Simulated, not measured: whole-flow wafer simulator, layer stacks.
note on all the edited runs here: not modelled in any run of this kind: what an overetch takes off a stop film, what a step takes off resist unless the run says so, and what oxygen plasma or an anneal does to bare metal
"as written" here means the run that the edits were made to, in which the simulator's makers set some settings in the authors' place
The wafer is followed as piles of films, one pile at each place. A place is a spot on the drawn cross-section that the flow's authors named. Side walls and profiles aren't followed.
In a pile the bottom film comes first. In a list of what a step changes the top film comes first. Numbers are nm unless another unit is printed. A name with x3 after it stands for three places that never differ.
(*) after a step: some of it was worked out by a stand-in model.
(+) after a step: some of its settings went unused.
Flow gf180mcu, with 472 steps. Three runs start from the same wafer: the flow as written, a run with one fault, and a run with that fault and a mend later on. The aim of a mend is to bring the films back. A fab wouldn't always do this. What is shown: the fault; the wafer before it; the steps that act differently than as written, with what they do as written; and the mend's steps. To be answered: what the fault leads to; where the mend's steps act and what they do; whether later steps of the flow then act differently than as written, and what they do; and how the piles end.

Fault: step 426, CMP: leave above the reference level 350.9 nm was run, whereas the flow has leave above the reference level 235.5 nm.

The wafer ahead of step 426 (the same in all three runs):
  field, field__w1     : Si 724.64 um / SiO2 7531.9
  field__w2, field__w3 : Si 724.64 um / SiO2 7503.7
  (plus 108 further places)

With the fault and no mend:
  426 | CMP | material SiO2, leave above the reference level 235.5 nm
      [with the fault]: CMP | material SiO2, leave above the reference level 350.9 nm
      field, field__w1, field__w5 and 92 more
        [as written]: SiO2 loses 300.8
        [with the fault]: SiO2 loses 185.4
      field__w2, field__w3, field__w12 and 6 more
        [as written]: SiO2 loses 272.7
        [with the fault]: SiO2 loses 157.3
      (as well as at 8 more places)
  Steps further on in the flow that do not act as written (1 more step, not shown, differs only slightly: by at most 2% or 0.5 nm, whichever is larger):
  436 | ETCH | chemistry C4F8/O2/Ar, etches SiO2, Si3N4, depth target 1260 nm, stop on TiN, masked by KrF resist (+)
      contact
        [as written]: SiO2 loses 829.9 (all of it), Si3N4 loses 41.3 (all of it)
        [with the fault]: SiO2 loses 945.3 (all of it), Si3N4 loses 41.3 (all of it)
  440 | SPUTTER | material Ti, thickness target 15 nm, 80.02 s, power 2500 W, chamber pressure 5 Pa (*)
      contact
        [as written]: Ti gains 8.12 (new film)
        [with the fault]: Ti gains 7.6 (new film)
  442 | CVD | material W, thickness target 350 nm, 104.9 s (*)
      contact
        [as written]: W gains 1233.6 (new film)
        [with the fault]: W gains 1349.8 (new film)
  By the end, the piles at field__w4, field__w8, contact, m1, m1__w1, mim, mim_1p0, m1_nw depart from the flow's by more than 2% or 0.5 nm, whichever is larger.
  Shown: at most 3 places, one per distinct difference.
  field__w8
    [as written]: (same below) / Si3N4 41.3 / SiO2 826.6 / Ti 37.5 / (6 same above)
    [with the fault]: (same below) / Si3N4 41.3 / SiO2 942 / Ti 37.5 / (6 same above)
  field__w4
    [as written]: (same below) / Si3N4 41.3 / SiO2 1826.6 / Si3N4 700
    [with the fault]: (same below) / Si3N4 41.3 / SiO2 1942 / Si3N4 700
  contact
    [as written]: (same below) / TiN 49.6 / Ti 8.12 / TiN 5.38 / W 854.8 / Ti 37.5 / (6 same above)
    [with the fault]: (same below) / TiN 49.6 / Ti 7.6 / TiN 5.04 / W 971.1 / Ti 37.5 / (6 same above)

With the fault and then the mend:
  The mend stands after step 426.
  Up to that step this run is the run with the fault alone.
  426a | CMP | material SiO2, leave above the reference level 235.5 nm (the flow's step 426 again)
      field, field__w1, field__w2 and 109 more
        SiO2 loses 115.4
  Every later step of the flow that is run acts as written at every place that is followed.
  At every place that both follow, the piles at the end match the flow's.
